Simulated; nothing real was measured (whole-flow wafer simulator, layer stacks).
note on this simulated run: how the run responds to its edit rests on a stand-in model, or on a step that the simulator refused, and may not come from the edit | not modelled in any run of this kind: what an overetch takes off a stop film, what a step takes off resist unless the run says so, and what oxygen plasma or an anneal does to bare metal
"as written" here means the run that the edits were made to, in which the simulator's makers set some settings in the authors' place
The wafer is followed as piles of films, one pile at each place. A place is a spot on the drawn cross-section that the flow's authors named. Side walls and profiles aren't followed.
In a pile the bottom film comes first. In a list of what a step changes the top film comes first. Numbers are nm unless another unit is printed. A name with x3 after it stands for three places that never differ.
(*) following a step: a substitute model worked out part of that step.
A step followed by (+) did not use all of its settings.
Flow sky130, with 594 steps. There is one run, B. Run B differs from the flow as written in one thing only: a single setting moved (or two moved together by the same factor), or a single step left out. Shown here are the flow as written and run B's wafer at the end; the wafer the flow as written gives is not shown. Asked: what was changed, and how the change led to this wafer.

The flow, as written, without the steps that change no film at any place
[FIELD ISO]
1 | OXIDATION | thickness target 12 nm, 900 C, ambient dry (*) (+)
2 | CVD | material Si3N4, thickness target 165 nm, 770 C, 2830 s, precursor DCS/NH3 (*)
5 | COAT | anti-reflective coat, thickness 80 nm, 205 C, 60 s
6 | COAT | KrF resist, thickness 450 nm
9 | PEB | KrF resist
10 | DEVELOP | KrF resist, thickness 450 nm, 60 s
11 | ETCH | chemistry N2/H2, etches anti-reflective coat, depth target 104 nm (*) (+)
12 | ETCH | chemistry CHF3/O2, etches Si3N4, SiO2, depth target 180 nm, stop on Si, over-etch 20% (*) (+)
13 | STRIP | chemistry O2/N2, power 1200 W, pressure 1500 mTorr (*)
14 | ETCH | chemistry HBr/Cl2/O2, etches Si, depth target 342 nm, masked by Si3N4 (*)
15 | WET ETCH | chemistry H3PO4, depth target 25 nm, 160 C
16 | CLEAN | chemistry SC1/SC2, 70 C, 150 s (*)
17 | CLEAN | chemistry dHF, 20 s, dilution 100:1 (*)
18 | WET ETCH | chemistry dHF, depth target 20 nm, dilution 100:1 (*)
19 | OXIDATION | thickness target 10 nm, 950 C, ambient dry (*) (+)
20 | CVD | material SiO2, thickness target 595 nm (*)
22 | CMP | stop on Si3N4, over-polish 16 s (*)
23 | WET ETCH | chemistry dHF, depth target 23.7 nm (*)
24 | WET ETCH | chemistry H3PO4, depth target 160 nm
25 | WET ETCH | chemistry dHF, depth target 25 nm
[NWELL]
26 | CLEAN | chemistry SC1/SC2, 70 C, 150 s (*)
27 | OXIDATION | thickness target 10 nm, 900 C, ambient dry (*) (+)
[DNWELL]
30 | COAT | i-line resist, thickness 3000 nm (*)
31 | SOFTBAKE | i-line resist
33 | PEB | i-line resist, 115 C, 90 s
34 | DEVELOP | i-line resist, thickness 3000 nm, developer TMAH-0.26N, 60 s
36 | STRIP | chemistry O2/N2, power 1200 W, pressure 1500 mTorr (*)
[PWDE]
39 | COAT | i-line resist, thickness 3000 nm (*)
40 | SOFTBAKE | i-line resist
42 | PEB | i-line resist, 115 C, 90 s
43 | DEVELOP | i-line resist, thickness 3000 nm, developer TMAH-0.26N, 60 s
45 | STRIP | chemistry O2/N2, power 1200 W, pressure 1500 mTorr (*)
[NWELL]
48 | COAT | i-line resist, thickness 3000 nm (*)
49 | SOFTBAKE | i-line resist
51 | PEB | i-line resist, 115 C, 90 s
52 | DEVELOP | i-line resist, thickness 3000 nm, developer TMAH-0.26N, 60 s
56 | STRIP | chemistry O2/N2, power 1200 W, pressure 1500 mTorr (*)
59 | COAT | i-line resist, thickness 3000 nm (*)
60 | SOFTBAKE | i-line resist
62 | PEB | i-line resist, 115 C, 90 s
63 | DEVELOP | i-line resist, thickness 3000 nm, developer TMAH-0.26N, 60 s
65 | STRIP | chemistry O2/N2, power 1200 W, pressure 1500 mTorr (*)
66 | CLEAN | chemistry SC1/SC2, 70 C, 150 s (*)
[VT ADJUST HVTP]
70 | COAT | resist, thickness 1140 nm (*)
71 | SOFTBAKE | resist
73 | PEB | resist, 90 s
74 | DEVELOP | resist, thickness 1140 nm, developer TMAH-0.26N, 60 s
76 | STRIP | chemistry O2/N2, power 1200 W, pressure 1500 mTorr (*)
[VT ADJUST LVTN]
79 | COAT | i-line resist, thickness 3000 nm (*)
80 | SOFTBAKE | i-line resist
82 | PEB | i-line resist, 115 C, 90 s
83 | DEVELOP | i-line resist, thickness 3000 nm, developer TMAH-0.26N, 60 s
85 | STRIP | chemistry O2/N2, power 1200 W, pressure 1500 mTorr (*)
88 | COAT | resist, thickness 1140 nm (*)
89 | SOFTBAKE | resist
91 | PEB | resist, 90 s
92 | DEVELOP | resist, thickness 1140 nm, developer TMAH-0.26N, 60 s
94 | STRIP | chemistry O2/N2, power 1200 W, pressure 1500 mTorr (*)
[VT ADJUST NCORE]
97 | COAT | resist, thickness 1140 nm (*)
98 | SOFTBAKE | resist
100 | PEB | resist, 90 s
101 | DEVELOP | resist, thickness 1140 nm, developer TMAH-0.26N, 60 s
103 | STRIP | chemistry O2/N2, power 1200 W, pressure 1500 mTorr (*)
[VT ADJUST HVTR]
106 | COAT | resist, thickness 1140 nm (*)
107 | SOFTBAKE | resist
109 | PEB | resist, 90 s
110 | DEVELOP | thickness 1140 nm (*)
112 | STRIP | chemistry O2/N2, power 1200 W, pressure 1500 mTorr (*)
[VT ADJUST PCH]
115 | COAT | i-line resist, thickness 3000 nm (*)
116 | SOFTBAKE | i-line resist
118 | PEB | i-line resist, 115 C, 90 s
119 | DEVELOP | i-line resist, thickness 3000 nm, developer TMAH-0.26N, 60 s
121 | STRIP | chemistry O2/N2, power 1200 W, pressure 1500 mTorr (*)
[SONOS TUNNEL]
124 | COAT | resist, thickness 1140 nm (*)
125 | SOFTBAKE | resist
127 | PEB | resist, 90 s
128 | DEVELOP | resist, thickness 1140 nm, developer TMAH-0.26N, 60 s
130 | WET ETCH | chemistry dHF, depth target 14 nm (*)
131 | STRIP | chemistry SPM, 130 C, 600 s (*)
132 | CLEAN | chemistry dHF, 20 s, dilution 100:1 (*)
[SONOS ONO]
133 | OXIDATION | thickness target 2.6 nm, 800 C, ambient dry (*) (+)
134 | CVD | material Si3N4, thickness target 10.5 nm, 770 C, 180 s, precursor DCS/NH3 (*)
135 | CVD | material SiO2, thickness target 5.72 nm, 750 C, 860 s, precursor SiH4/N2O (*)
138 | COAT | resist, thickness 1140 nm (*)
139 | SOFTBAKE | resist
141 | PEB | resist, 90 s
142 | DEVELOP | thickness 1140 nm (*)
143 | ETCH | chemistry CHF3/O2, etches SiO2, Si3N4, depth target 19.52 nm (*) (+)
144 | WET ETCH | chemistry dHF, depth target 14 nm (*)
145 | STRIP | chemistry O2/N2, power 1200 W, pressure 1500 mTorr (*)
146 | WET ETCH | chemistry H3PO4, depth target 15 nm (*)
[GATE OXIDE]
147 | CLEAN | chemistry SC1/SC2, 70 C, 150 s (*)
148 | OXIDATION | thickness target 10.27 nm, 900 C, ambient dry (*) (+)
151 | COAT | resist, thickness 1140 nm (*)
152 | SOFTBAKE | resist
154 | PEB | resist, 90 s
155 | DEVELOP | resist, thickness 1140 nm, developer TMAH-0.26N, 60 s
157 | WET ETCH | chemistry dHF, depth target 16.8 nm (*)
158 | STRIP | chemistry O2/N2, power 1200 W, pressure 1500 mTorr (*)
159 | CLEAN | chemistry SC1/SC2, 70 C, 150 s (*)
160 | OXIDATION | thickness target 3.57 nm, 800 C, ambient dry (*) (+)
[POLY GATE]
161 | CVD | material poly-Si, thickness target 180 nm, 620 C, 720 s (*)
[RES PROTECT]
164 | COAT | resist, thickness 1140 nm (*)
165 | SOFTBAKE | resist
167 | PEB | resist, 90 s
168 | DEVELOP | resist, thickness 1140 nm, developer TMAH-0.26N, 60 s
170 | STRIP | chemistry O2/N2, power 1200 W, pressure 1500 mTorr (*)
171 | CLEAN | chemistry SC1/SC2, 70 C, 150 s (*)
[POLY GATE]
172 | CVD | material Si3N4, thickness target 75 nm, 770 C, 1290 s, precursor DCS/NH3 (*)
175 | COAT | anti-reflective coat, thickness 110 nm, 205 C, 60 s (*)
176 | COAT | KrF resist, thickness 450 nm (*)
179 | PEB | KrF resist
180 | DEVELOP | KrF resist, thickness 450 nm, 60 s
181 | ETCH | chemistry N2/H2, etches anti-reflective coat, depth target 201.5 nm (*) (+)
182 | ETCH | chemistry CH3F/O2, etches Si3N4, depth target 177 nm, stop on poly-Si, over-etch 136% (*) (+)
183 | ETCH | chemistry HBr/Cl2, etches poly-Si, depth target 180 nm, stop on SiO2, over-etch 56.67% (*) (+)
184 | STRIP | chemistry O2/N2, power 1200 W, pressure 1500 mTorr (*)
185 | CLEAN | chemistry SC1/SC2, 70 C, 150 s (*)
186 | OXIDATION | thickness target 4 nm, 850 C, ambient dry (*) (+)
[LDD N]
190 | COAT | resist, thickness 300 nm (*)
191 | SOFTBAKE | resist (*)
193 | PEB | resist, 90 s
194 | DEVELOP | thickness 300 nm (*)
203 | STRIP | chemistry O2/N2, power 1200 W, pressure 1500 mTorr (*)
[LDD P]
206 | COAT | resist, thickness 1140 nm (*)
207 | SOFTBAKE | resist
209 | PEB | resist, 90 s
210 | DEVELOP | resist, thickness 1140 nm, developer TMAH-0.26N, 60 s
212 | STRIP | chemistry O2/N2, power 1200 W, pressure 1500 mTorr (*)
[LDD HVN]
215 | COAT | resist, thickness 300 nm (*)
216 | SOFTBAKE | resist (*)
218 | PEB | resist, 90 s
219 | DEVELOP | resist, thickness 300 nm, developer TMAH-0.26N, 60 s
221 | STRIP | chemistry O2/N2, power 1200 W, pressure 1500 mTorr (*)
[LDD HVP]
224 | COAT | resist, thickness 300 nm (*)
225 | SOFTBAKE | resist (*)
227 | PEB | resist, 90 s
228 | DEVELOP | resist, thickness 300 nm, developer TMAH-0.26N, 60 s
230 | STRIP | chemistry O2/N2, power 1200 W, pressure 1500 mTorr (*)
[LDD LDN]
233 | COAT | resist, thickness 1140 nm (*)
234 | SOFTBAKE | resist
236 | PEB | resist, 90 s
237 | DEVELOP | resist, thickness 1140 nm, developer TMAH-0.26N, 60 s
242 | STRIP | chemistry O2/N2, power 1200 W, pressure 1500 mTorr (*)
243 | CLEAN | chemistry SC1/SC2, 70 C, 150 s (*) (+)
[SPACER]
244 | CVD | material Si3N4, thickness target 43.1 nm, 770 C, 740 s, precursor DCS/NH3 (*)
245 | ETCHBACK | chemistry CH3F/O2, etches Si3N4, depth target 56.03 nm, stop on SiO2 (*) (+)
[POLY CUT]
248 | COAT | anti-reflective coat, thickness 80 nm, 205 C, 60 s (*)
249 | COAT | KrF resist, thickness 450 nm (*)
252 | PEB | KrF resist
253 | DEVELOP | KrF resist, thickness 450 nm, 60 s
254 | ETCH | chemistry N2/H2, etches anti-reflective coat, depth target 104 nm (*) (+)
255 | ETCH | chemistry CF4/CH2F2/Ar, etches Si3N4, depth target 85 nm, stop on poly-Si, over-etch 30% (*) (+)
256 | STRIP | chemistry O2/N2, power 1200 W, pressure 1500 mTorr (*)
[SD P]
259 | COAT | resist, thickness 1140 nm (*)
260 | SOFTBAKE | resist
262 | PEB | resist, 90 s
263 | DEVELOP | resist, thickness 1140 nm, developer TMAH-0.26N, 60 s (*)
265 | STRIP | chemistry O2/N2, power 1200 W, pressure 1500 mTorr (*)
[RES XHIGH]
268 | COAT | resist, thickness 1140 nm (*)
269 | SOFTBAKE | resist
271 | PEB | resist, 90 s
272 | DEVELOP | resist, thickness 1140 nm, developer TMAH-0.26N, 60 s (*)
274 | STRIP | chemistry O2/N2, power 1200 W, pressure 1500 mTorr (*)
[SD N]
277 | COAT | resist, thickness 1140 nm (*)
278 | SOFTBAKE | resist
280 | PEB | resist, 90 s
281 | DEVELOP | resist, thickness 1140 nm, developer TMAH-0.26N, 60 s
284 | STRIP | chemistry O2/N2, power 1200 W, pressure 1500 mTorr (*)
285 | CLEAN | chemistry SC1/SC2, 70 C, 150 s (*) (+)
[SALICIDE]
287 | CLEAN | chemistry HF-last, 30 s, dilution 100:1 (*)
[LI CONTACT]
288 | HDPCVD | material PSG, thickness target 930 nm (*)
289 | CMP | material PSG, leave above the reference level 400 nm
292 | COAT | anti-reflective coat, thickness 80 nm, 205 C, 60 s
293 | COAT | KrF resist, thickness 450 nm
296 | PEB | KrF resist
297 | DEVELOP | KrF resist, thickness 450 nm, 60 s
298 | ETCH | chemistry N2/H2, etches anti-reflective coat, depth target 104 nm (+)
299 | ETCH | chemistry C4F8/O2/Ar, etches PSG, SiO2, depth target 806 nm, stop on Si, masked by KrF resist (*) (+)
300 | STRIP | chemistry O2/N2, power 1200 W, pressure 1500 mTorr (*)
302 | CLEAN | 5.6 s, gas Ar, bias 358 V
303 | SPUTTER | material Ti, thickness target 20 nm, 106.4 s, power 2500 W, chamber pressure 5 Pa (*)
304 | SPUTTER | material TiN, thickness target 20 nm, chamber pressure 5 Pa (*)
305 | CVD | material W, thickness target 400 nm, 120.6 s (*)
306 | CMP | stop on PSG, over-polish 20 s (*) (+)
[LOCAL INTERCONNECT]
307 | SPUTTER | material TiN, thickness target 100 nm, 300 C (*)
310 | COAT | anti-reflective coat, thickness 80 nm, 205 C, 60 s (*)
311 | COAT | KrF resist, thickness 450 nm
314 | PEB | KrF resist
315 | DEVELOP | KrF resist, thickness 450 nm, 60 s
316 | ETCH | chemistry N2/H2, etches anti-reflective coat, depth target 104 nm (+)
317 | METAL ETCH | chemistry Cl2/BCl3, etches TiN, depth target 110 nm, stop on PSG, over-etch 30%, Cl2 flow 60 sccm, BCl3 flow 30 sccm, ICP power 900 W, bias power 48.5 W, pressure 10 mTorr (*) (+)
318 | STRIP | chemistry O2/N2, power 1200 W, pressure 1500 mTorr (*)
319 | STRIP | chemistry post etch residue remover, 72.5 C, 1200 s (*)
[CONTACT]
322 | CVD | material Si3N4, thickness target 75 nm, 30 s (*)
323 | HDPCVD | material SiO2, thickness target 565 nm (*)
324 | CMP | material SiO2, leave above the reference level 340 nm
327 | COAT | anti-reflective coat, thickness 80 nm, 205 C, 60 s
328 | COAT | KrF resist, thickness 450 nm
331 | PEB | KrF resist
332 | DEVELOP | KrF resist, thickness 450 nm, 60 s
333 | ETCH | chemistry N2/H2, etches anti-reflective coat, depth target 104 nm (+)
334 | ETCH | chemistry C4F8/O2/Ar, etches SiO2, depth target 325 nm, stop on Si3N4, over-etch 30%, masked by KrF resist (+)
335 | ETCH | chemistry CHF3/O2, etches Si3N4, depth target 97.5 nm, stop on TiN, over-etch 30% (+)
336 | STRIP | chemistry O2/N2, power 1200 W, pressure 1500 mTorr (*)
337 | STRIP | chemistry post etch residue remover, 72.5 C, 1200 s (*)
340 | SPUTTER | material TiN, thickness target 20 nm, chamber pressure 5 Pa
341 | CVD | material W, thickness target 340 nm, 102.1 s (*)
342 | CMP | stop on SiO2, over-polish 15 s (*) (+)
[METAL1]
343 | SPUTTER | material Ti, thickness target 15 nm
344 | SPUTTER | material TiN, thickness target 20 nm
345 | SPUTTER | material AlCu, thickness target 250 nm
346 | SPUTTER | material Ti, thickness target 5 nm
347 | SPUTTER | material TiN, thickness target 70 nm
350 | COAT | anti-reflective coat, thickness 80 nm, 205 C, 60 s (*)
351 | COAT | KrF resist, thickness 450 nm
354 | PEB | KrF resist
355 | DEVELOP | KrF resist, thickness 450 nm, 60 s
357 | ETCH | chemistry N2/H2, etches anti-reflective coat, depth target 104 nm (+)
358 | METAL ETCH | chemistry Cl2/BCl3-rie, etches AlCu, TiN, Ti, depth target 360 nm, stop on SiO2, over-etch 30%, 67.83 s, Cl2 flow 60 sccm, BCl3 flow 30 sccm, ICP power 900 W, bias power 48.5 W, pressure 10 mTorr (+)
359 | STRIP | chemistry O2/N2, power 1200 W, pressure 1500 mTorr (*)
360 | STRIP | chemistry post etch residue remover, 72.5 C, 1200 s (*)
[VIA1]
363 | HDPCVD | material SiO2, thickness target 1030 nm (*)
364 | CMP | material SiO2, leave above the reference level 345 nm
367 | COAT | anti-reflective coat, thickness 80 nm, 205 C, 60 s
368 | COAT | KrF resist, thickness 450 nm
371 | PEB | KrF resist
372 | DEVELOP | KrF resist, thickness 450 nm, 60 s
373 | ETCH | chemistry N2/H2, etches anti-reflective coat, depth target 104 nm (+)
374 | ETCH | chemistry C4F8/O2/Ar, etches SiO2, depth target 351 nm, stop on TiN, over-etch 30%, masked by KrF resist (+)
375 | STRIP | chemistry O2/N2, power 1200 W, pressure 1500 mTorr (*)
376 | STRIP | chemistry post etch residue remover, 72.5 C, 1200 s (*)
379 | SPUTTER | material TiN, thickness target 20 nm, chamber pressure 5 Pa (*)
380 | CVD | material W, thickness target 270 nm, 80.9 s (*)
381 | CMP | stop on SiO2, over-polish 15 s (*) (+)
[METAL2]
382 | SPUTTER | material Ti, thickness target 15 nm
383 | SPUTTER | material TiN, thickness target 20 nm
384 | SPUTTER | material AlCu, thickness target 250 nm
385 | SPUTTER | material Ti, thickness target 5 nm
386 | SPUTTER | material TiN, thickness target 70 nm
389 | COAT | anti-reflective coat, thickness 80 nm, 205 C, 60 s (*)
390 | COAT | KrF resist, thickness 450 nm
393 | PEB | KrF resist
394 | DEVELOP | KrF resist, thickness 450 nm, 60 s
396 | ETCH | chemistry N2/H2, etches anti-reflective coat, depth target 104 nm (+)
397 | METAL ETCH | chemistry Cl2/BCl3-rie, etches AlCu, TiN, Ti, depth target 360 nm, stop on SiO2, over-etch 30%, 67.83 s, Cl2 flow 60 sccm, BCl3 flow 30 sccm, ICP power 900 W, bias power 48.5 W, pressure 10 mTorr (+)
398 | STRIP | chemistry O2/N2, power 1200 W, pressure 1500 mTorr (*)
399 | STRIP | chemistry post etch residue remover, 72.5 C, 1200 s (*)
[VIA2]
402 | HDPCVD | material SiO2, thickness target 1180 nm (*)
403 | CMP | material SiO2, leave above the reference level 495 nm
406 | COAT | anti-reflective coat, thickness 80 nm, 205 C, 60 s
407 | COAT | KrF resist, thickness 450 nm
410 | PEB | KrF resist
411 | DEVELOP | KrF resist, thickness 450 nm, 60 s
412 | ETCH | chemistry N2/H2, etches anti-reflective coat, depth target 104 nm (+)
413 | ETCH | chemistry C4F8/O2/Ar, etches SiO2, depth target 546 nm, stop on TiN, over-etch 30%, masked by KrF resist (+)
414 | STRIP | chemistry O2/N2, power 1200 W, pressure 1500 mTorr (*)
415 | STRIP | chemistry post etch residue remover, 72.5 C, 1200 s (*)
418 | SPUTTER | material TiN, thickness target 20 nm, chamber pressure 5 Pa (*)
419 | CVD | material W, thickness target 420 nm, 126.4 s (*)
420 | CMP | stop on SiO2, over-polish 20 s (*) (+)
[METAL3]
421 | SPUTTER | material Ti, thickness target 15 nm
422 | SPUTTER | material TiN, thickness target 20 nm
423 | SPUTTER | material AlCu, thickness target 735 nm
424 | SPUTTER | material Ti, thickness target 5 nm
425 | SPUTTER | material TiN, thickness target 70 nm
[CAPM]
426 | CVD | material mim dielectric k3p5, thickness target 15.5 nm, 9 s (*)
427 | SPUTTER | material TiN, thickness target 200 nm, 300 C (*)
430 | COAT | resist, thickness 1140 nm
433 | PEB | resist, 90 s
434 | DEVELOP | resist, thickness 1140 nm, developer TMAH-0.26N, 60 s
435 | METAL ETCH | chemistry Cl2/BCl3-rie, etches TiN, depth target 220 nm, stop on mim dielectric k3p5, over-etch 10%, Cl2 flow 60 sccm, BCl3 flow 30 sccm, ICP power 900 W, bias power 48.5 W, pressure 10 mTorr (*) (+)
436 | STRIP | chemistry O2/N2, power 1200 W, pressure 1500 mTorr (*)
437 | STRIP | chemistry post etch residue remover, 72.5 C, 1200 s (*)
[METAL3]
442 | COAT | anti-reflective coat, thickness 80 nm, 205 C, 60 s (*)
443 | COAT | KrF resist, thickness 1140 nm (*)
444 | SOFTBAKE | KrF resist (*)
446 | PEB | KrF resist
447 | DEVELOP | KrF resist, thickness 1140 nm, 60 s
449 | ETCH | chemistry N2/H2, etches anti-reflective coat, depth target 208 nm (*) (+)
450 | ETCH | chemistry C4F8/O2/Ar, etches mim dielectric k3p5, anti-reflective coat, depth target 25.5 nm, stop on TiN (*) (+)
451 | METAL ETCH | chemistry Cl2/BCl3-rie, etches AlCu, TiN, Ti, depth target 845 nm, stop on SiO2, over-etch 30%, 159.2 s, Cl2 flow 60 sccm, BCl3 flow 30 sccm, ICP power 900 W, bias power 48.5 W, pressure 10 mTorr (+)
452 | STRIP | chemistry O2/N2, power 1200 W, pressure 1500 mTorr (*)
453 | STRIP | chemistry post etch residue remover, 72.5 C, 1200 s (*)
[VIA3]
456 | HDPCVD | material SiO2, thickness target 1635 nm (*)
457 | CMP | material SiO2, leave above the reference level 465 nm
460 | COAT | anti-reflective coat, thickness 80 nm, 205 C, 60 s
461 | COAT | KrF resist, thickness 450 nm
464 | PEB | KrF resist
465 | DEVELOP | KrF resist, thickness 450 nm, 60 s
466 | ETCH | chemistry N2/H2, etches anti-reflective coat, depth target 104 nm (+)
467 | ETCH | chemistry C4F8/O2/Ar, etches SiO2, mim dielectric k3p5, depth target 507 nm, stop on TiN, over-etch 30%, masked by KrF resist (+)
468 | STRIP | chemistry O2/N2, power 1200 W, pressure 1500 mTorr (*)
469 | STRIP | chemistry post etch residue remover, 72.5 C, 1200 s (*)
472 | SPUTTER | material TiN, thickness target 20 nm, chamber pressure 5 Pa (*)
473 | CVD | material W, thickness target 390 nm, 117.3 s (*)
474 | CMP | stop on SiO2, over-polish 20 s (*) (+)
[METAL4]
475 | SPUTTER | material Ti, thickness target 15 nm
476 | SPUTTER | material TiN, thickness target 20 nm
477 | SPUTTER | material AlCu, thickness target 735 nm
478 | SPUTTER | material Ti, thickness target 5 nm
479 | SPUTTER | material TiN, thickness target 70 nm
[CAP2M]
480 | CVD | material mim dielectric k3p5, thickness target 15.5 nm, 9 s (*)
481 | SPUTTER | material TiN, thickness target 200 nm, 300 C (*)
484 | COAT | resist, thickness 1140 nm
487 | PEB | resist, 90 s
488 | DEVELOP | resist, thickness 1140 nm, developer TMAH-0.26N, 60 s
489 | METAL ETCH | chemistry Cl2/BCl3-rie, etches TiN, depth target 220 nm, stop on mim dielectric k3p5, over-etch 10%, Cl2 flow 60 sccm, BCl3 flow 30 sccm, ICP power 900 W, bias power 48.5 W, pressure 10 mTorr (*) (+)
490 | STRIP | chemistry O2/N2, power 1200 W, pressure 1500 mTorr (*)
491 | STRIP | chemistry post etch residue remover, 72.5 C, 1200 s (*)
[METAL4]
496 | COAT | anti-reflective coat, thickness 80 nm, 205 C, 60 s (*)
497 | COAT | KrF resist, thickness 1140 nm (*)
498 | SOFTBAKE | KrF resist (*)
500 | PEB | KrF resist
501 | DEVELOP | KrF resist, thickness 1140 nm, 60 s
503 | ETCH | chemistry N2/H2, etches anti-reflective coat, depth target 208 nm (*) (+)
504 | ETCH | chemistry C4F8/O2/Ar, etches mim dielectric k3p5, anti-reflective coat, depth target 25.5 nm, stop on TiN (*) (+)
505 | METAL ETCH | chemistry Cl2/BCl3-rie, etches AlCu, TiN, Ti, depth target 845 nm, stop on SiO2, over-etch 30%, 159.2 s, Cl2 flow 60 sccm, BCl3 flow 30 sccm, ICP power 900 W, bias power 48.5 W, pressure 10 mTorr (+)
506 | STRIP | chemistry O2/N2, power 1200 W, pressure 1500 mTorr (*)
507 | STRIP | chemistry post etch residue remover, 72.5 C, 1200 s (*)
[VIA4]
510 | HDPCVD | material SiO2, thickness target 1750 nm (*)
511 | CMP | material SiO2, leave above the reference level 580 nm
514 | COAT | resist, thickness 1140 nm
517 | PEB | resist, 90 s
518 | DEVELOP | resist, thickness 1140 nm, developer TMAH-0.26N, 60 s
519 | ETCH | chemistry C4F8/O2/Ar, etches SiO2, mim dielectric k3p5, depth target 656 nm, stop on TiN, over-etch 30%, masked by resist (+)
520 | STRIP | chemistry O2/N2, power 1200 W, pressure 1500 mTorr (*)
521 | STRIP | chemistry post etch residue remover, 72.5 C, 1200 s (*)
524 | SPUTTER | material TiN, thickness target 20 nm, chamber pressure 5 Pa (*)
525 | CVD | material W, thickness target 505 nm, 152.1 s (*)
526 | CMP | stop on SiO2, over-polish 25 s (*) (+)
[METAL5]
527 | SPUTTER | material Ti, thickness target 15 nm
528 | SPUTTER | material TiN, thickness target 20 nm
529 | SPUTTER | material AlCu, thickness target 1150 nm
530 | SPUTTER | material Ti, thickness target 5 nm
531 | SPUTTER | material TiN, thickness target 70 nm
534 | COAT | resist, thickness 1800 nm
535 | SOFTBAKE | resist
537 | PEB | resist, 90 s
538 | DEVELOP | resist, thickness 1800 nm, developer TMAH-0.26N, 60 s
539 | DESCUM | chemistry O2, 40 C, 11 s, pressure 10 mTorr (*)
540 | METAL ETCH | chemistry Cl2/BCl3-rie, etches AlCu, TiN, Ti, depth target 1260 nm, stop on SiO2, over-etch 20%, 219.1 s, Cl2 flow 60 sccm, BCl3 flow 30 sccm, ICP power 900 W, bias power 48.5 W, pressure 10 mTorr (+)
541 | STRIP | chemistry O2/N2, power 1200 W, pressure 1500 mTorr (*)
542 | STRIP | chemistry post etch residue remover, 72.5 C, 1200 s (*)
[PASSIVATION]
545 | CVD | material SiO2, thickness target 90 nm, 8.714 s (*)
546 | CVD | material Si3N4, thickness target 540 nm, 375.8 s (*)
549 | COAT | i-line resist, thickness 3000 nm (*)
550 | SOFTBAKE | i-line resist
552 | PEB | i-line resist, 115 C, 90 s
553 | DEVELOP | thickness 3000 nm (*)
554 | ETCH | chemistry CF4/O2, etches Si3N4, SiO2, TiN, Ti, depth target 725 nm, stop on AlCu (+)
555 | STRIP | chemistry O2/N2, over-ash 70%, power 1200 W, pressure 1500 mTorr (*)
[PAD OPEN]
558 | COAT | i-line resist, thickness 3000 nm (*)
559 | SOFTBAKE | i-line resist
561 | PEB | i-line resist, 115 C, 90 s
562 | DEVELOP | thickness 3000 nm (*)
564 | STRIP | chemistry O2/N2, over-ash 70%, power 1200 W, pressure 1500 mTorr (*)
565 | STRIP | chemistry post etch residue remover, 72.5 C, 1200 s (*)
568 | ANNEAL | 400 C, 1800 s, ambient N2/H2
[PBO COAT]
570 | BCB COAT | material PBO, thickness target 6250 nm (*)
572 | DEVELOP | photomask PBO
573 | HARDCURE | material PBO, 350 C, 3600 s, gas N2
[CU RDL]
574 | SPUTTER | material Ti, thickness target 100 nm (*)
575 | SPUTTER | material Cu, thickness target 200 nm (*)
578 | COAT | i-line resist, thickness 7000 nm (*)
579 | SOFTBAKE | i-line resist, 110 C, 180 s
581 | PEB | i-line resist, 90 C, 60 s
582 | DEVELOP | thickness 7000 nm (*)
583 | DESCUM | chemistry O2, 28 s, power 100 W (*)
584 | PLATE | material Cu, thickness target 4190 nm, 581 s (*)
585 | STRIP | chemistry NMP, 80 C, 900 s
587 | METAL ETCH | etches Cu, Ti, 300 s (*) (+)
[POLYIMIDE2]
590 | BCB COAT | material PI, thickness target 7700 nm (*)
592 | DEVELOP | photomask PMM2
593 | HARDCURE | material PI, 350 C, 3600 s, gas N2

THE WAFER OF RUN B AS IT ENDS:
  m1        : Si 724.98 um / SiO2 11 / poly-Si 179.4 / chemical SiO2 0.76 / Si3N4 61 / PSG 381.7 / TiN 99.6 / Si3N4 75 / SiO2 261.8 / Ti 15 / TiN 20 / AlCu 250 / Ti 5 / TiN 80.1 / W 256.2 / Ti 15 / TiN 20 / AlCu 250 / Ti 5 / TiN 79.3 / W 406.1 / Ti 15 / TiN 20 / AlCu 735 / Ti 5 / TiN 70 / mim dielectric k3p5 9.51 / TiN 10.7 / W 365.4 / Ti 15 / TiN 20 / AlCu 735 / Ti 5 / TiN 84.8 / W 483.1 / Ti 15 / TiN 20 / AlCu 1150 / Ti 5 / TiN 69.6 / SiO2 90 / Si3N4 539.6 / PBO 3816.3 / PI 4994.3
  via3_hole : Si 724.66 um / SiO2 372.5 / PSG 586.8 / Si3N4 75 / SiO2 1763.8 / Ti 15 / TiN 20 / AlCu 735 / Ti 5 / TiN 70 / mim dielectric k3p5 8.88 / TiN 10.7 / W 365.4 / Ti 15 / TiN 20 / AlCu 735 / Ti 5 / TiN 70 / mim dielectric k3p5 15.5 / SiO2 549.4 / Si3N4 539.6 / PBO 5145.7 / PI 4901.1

What caused this: step 467, ETCH: depth target 380.5 nm was run, though the flow has depth target 507 nm.

Step by step, how the change led to this:
  467 | ETCH | chemistry C4F8/O2/Ar, etches SiO2, mim dielectric k3p5, depth target 507 nm, stop on TiN, over-etch 30%, masked by KrF resist (+)
      m1: SiO2 loses 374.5 (all of it), mim dielectric k3p5 loses 5.99 (it would be, as written: SiO2 loses 374.5 (all of it), mim dielectric k3p5 loses 15.5 (all of it))
      via3_hole: SiO2 loses 373.9 (all of it), mim dielectric k3p5 loses 6.62 (it would be, as written: SiO2 loses 373.9 (all of it), mim dielectric k3p5 loses 15.5 (all of it))
      (as well as at 190 more places)
  468 | STRIP | chemistry O2/N2, power 1200 W, pressure 1500 mTorr (*)
      field, active, n_well and 187 more: KrF resist loses 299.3 (all of it), anti-reflective coat loses 80 (all of it) (it would be, as written: KrF resist loses 274 (all of it), anti-reflective coat loses 80 (all of it))
  472 | SPUTTER | material TiN, thickness target 20 nm, chamber pressure 5 Pa (*)
      m1, via3_hole: TiN gains 10.7 (new film) (it would be, as written: TiN gains 10.6)
With metal films that touch counted as one body, m1 has 3 bodies (between them, from the top down: mim dielectric k3p5 9.51; SiO2 261.8 / Si3N4 75); the flow as written gives 2 bodies (between them, from the top down: SiO2 261.8 / Si3N4 75).
With metal films that touch counted as one body, via3_hole has 2 bodies (between them, from the top down: mim dielectric k3p5 8.88); the flow as written gives 1 body.
